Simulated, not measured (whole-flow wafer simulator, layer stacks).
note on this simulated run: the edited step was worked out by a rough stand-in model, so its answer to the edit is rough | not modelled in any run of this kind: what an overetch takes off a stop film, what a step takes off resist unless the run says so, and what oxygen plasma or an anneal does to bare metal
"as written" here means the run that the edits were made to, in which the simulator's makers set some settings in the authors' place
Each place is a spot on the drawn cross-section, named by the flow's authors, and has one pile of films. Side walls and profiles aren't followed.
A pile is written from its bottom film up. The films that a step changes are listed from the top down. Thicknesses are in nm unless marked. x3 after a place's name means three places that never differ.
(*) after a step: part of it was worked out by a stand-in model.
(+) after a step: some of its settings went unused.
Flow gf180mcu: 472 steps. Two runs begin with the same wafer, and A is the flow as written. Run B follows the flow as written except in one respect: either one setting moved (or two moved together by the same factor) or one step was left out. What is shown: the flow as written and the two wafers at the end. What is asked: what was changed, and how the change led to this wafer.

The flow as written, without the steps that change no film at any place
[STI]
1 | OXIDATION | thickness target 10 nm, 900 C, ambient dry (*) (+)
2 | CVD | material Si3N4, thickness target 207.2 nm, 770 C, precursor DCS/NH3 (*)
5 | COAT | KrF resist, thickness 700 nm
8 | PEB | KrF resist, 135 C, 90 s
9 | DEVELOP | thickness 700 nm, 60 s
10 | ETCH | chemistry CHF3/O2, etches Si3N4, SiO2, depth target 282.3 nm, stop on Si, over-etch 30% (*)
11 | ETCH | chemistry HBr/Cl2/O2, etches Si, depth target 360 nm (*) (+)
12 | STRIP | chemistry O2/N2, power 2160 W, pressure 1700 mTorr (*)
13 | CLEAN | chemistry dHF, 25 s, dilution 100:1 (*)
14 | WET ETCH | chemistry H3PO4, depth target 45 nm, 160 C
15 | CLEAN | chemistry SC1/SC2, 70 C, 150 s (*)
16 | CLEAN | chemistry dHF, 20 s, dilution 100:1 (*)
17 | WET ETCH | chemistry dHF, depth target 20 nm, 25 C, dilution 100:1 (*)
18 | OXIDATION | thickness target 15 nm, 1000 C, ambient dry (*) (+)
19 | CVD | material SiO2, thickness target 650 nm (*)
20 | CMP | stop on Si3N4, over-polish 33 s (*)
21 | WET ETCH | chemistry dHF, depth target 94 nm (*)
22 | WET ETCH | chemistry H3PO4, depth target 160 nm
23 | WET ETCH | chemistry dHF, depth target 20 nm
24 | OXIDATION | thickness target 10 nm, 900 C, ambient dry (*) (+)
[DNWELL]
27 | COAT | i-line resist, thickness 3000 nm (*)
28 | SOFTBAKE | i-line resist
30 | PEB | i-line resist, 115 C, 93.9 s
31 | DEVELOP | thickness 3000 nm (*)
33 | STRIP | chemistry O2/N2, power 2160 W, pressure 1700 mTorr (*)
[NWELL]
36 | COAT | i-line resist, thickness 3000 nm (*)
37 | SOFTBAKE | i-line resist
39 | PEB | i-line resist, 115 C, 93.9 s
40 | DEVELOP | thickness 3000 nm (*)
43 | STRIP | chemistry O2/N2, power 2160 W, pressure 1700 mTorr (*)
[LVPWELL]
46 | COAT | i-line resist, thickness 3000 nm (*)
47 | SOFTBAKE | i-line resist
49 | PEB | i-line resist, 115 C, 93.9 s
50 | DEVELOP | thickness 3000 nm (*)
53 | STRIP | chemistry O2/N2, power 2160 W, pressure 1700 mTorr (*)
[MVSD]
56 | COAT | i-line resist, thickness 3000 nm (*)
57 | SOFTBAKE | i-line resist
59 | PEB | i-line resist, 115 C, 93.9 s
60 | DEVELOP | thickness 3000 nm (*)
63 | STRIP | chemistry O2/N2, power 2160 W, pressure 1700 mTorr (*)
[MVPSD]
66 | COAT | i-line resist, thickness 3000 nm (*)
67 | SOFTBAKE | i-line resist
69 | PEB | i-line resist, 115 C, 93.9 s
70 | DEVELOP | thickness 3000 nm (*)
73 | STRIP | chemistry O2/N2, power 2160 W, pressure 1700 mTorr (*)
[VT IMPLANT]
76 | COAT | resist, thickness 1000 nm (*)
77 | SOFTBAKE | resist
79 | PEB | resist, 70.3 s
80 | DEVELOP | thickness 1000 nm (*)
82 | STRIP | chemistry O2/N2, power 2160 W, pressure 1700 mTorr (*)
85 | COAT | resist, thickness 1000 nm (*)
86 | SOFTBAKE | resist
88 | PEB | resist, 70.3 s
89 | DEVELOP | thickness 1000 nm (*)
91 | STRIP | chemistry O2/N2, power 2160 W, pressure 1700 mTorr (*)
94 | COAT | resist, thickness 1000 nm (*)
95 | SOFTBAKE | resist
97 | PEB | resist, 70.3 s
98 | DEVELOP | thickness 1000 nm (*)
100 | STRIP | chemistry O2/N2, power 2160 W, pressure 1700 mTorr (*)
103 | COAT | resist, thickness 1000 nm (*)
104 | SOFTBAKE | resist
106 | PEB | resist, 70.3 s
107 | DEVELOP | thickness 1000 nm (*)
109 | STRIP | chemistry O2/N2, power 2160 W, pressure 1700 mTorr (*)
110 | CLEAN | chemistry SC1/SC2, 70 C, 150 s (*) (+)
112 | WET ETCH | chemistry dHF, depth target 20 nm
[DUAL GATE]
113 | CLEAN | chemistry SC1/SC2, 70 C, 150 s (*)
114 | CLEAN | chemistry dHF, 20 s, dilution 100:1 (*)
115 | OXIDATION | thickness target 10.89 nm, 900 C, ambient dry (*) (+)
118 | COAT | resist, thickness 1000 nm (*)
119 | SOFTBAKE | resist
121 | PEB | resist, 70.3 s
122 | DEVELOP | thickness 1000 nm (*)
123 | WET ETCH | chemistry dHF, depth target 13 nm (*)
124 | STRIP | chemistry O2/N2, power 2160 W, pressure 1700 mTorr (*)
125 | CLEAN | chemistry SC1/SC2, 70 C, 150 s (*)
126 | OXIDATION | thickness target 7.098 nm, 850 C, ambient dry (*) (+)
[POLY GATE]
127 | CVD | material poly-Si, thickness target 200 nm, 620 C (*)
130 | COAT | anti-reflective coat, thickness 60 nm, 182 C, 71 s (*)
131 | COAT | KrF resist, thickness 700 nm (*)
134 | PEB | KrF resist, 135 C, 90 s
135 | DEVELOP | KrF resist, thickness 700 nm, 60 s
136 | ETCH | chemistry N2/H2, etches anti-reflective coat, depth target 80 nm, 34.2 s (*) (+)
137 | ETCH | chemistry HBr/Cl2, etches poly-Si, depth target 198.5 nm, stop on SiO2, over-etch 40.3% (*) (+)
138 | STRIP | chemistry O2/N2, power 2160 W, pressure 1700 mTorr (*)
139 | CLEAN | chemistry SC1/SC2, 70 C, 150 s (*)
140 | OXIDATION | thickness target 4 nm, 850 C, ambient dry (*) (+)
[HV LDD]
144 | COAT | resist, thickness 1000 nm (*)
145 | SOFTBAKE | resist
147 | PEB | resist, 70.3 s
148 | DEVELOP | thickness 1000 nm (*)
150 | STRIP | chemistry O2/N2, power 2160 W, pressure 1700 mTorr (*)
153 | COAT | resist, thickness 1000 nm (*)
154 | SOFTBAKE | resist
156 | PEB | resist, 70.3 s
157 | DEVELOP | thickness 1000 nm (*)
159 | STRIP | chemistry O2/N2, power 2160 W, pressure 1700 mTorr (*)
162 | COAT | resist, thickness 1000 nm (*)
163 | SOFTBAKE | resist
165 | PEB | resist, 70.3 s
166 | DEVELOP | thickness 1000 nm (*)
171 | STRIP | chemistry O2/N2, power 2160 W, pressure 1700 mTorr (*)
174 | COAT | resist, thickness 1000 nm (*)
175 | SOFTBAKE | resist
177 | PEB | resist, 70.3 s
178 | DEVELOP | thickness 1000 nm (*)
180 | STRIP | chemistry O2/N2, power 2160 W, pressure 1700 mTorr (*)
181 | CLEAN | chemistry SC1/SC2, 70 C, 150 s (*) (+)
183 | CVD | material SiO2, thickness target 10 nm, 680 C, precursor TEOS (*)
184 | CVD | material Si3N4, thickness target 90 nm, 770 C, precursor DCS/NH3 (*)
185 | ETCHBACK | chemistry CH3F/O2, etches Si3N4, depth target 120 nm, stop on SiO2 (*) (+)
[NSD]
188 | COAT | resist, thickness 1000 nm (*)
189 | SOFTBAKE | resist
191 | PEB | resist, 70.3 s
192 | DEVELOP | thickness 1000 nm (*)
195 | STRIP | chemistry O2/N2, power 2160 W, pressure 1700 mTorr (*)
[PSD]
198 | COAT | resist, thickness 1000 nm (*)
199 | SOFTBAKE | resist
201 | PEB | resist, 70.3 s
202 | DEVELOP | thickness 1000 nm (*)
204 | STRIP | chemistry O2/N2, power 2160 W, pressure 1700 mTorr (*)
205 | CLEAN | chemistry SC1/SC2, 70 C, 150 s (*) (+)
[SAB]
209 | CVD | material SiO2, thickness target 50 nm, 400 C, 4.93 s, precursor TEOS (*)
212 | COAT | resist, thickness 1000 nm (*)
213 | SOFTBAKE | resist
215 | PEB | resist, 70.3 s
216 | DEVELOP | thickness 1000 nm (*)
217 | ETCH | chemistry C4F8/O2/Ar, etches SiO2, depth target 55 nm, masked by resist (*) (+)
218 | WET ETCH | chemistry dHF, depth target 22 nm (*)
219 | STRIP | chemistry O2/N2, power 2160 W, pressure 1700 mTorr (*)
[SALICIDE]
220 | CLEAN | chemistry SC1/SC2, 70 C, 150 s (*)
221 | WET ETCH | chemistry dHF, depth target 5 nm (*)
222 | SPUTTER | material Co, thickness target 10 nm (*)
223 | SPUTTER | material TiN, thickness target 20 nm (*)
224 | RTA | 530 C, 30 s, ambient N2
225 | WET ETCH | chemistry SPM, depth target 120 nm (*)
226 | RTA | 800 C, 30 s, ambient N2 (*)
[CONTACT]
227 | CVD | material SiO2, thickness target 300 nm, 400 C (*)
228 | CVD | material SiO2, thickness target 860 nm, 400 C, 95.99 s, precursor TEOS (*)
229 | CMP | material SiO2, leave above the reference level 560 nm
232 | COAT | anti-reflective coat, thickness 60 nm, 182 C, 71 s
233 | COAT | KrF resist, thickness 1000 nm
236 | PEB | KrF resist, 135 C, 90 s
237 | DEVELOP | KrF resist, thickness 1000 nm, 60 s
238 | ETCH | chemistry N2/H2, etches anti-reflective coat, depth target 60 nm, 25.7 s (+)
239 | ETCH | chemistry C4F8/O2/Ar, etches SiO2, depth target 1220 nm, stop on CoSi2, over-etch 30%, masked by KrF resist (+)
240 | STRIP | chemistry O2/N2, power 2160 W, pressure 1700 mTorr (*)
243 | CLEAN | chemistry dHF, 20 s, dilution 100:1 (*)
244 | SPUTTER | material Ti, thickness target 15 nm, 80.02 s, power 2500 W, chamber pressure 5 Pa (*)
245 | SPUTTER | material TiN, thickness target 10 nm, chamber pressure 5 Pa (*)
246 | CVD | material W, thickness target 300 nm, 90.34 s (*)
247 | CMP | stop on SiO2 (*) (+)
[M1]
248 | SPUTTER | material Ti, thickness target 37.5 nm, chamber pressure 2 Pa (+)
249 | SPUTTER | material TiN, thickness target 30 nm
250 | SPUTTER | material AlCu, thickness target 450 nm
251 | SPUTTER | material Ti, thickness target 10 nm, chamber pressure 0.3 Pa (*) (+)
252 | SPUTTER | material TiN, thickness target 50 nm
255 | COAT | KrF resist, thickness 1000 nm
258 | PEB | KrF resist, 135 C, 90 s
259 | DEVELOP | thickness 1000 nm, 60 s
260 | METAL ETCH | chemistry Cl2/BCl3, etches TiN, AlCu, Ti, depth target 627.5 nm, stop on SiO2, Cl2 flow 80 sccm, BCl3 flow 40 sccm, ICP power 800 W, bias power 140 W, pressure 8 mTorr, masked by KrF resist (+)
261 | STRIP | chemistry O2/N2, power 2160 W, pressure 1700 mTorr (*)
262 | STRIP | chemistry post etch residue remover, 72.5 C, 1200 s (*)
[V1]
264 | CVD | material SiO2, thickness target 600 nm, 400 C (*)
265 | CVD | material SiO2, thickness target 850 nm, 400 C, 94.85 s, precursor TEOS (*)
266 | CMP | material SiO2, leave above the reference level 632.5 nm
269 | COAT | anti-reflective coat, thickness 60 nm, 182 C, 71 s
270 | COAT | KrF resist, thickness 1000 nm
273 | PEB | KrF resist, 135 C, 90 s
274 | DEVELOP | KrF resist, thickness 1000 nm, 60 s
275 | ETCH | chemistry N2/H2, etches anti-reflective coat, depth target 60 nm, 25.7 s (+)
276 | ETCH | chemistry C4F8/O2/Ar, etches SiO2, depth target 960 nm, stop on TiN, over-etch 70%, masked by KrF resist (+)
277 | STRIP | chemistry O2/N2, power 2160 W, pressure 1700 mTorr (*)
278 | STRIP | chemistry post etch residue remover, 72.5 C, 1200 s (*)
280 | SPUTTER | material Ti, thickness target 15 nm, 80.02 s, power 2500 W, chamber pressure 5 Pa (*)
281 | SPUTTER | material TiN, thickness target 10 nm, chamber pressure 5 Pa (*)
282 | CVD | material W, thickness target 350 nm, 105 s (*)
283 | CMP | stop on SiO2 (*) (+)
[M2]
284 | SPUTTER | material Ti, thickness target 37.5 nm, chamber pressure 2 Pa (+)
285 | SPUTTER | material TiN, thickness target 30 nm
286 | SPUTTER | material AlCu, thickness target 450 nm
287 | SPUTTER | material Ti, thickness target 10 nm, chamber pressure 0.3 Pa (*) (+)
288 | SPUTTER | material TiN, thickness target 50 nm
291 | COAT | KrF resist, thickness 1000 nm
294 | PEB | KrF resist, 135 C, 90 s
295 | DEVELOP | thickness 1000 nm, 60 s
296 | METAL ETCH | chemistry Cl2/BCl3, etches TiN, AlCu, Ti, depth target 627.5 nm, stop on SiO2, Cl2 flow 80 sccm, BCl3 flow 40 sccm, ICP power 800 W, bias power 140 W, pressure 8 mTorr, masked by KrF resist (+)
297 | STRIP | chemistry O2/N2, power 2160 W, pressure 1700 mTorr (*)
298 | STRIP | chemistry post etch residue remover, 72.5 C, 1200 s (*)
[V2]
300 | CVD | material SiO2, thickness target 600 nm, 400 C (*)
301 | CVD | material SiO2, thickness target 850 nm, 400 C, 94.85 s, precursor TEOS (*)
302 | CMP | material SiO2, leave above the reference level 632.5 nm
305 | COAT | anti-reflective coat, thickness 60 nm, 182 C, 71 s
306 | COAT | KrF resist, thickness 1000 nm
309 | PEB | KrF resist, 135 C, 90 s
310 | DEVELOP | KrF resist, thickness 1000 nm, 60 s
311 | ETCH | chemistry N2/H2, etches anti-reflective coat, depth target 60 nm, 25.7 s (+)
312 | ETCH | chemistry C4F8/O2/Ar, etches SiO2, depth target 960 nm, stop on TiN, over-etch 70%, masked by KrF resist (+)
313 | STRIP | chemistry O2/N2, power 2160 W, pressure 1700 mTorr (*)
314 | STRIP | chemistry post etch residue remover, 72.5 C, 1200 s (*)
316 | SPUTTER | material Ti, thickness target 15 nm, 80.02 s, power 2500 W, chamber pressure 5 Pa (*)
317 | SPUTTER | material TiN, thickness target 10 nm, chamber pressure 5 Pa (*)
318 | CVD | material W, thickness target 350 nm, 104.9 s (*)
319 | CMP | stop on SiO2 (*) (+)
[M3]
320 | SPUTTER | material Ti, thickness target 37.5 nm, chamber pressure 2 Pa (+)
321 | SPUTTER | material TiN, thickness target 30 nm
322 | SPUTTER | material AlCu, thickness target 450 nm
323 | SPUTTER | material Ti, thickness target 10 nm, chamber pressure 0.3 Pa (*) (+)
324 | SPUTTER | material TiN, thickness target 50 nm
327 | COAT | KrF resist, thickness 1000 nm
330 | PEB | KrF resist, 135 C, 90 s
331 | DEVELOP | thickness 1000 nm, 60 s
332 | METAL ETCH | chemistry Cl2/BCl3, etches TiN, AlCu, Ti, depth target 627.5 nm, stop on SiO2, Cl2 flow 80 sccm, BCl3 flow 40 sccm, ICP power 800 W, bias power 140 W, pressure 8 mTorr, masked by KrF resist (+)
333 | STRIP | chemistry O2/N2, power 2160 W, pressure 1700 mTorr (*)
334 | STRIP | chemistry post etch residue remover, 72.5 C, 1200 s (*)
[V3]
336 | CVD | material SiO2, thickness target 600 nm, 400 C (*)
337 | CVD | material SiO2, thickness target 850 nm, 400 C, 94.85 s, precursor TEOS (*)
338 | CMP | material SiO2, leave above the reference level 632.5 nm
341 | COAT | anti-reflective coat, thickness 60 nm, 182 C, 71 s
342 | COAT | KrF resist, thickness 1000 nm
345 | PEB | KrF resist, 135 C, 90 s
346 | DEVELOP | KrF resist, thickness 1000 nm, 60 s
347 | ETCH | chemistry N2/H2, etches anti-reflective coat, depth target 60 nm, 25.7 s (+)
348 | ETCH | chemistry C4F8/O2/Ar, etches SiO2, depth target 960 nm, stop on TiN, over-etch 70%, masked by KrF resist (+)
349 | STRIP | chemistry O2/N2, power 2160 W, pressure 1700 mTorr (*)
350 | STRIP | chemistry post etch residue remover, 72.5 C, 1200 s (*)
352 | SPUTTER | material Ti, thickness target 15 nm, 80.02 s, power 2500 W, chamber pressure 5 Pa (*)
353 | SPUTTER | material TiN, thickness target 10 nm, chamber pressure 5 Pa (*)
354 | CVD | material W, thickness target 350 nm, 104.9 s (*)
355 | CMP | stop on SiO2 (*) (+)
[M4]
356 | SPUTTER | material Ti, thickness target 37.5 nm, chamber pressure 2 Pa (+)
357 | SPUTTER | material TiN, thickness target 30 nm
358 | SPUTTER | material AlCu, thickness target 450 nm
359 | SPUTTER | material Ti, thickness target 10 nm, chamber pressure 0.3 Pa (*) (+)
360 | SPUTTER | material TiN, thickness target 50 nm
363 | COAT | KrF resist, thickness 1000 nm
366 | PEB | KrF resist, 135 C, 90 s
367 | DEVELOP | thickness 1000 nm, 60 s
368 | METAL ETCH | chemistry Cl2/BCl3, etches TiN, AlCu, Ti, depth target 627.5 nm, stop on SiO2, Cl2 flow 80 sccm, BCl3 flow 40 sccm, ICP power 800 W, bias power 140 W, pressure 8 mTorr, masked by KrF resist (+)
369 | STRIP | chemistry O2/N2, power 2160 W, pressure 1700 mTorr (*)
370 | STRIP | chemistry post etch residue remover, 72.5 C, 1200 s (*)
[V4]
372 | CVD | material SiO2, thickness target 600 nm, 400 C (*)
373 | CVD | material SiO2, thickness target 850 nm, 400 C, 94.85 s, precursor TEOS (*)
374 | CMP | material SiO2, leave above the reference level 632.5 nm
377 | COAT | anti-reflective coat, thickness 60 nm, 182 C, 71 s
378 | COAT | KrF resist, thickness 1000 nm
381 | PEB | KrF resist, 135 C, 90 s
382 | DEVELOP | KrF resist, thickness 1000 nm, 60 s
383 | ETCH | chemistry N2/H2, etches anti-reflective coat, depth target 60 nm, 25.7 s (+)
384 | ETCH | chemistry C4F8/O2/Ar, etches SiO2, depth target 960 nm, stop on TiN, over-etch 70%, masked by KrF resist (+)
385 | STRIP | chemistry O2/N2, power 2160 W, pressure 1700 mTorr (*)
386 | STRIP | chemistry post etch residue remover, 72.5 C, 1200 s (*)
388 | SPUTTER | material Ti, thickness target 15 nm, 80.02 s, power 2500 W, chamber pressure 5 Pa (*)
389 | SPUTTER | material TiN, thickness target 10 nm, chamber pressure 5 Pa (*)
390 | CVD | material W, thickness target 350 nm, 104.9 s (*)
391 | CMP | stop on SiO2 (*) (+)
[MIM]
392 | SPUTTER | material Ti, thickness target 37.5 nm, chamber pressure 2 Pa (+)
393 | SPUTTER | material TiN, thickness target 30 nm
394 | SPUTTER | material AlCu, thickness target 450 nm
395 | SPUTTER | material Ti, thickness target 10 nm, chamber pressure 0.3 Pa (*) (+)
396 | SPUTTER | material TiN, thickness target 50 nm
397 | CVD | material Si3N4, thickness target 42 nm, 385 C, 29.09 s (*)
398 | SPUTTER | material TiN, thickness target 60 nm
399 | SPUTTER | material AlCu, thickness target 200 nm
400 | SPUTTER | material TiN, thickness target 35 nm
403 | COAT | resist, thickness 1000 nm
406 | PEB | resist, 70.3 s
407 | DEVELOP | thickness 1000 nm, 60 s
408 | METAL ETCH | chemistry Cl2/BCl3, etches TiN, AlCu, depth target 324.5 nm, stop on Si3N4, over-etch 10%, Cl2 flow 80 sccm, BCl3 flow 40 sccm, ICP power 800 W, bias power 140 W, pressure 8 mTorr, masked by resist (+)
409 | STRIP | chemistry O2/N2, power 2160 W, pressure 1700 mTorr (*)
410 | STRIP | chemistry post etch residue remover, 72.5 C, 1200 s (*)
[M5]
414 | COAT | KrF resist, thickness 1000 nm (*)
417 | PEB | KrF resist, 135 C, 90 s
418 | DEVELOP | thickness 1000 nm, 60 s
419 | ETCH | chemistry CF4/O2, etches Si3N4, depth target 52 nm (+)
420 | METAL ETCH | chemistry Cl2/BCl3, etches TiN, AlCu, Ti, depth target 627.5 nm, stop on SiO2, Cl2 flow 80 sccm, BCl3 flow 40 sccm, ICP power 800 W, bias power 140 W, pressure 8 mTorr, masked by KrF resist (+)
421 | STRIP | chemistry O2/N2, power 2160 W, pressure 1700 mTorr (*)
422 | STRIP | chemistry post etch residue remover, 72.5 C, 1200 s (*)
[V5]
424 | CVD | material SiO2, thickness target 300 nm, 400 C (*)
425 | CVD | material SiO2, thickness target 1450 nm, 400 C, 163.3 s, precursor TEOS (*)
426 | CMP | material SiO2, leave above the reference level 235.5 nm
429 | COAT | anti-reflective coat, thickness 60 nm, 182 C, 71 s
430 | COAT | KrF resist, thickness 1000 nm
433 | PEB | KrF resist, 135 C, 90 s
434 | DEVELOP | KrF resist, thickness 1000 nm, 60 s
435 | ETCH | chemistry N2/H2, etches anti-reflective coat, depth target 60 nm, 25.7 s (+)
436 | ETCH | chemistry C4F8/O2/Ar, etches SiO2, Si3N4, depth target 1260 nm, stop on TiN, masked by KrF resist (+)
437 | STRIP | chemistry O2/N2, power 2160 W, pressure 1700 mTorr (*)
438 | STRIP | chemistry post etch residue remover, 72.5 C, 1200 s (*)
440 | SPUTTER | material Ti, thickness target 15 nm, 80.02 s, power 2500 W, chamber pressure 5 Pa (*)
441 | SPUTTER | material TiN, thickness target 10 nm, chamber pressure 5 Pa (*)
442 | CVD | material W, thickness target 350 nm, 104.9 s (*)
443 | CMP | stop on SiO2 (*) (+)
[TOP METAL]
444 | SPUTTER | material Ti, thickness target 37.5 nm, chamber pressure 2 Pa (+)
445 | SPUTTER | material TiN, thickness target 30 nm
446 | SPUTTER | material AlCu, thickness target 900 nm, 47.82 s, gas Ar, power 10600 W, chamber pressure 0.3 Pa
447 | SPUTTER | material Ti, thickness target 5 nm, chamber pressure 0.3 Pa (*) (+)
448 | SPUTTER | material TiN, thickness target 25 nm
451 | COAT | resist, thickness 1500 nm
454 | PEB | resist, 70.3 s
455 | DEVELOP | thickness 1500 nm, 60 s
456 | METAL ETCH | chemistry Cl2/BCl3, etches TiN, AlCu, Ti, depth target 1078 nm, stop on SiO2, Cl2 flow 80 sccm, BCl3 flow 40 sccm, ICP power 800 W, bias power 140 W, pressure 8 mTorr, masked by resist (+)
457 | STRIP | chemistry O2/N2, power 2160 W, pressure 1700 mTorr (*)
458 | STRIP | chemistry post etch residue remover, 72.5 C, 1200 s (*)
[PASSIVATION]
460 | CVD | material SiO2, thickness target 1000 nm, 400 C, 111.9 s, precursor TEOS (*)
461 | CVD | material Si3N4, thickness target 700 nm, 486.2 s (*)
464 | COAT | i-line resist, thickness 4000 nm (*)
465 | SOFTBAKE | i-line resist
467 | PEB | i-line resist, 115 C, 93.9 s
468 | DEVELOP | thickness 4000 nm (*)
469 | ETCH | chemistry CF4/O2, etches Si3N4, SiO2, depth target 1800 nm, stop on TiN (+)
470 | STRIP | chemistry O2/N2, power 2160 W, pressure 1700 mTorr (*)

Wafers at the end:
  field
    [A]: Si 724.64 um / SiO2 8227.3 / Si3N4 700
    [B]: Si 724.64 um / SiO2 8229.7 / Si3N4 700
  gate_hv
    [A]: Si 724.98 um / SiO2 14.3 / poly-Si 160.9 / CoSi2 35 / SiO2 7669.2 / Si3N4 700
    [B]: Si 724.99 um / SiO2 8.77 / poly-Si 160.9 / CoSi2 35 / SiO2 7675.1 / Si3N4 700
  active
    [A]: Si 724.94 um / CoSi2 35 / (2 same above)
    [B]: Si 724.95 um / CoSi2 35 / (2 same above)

What caused this: step 115, OXIDATION: thickness target 4.463 nm was run, whereas the flow has thickness target 10.89 nm.

Step by step, how the change led to this:
  115 | OXIDATION | thickness target 10.89 nm, 900 C, ambient dry (*) (+)
      active, n_well, p_well and 40 more: A +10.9 SiO2 (new film), -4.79 Si | B +4.46 SiO2 (new film), -1.96 Si
      sti, mim_1p0, pad and 21 more: A +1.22 SiO2, -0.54 Si | B +0.25 SiO2, -0.11 Si
      (also at 25 further places)
  123 | WET ETCH | chemistry dHF, depth target 13 nm (*)
      active, n_well, p_well and 12 more: A -10.9 SiO2 (all of it) | B -4.46 SiO2 (all of it)
  126 | OXIDATION | thickness target 7.098 nm, 850 C, ambient dry (*) (+)
      gate_hv, active_hv, active_nat and 25 more: A +3.72 SiO2, -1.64 Si | B +4.65 SiO2, -2.05 Si
  130 | COAT | anti-reflective coat, thickness 60 nm, 182 C, 71 s (*)
      p_well, spacer, sd_n: A +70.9 anti-reflective coat (new film) | B +67.5 anti-reflective coat (new film)
      ldn_fp, ldp_fp: A +48.5 anti-reflective coat (new film) | B +47.2 anti-reflective coat (new film)
      (also at 23 further places)
  136 | ETCH | chemistry N2/H2, etches anti-reflective coat, depth target 80 nm, 34.2 s (*) (+)
      p_well, spacer, sd_n: A -70.9 anti-reflective coat (all of it), -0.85 poly-Si | B -67.5 anti-reflective coat (all of it), -0.94 poly-Si
      ldn_dft, ldp_dft: A -48.7 anti-reflective coat (all of it), -1.42 poly-Si | B -47.5 anti-reflective coat (all of it), -1.45 poly-Si
      (also at 16 further places)
  138 | STRIP | chemistry O2/N2, power 2160 W, pressure 1700 mTorr (*)
      gate: A +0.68 chemical SiO2 (new film), -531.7 KrF resist (all of it), -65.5 anti-reflective coat (all of it), -0.3 poly-Si | B +0.68 chemical SiO2 (new film), -530.3 KrF resist (all of it), -63.5 anti-reflective coat (all of it), -0.3 poly-Si
      gate_p: A +0.68 chemical SiO2 (new film), -530.6 KrF resist (all of it), -65.9 anti-reflective coat (all of it), -0.3 poly-Si | B +0.68 chemical SiO2 (new film), -529.4 KrF resist (all of it), -64.2 anti-reflective coat (all of it), -0.3 poly-Si
      (also at 5 further places)
  145 | SOFTBAKE | resist
      active_nat: A +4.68 resist | B +8.89 resist
  154 | SOFTBAKE | resist
      active_nat: A +4.68 resist | B +8.89 resist
  163 | SOFTBAKE | resist
      active_nat: A +4.68 resist | B +8.89 resist
  175 | SOFTBAKE | resist
      active_nat: A +4.68 resist | B +8.89 resist
  189 | SOFTBAKE | resist
      active_hv: A +2.68 resist | B -0.35 resist
  199 | SOFTBAKE | resist
      active_hv: A +2.68 resist | B -0.35 resist
  218 | WET ETCH | chemistry dHF, depth target 22 nm (*)
      ldn_tap, ldn_src, ldn_drn, ldp_tap, ldp_src, ldp_drn, ldp_gr: A -16 SiO2 (all of it) | B -10.6 SiO2 (all of it)
      ld_drn_n, ld_sd_p: A -14.8 SiO2 (all of it) | B -9.47 SiO2 (all of it)
      (also at 5 further places)
  223 | SPUTTER | material TiN, thickness target 20 nm (*)
      field__w12: A +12 TiN (new film) | B +12.6 TiN (new film)
  225 | WET ETCH | chemistry SPM, depth target 120 nm (*)
      field__w12: A -12 TiN (all of it), -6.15 Co (all of it) | B -12.6 TiN (all of it), -6.15 Co (all of it)
